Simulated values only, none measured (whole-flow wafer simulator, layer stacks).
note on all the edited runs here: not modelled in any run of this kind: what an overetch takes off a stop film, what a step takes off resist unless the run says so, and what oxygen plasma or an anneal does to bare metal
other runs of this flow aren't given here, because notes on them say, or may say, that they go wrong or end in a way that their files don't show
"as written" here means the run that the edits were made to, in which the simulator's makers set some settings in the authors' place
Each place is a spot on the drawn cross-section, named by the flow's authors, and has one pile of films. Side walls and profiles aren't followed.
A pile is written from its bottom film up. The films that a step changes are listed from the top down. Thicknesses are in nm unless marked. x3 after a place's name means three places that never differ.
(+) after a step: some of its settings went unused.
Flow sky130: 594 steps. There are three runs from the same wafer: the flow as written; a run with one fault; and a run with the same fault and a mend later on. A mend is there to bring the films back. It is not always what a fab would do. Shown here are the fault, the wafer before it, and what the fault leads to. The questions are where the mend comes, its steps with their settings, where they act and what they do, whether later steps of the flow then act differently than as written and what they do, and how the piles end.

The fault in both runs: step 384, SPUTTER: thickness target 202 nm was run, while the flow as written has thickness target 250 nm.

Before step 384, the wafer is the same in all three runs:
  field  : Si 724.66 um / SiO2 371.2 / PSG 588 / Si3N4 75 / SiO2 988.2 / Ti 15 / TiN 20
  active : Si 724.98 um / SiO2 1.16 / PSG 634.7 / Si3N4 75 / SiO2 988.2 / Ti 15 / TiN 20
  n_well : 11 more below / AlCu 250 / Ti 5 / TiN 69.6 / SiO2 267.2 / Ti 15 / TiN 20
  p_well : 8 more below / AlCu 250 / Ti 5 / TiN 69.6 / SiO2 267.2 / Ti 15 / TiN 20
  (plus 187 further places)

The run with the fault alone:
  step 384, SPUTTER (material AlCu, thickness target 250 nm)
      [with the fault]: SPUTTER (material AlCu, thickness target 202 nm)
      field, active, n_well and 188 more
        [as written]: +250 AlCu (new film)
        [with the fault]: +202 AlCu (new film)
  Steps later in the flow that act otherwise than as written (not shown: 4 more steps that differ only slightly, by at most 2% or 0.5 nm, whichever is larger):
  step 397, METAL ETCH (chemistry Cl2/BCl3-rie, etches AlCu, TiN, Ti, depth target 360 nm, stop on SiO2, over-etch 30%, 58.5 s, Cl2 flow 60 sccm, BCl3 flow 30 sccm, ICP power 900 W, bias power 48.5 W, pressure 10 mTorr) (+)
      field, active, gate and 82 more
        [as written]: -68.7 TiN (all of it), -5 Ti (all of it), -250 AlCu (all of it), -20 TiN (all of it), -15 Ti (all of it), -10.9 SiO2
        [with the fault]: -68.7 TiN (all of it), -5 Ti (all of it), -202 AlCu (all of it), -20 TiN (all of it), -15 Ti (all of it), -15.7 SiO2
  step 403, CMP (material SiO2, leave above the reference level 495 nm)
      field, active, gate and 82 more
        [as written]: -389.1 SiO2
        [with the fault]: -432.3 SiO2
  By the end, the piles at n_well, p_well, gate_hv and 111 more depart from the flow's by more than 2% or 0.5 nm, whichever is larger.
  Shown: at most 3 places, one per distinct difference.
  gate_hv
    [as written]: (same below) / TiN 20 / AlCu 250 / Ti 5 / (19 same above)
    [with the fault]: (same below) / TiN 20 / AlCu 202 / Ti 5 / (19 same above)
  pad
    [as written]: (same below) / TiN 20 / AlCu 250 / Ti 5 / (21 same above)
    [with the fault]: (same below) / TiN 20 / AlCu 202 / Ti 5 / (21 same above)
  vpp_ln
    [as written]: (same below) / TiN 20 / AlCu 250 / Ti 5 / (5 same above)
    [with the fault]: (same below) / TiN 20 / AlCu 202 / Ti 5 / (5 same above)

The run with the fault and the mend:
  After step 384 comes the mend.
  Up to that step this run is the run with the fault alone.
  step 384a, SPUTTER (material AlCu, thickness target 48 nm) (a further turn of the flow's step 384, with different settings)
      field, active, n_well and 188 more
        +48 AlCu
  None of the later steps of the flow acts differently than as written at any place that is followed.
  At every place that both follow, the piles at the end match the flow's.
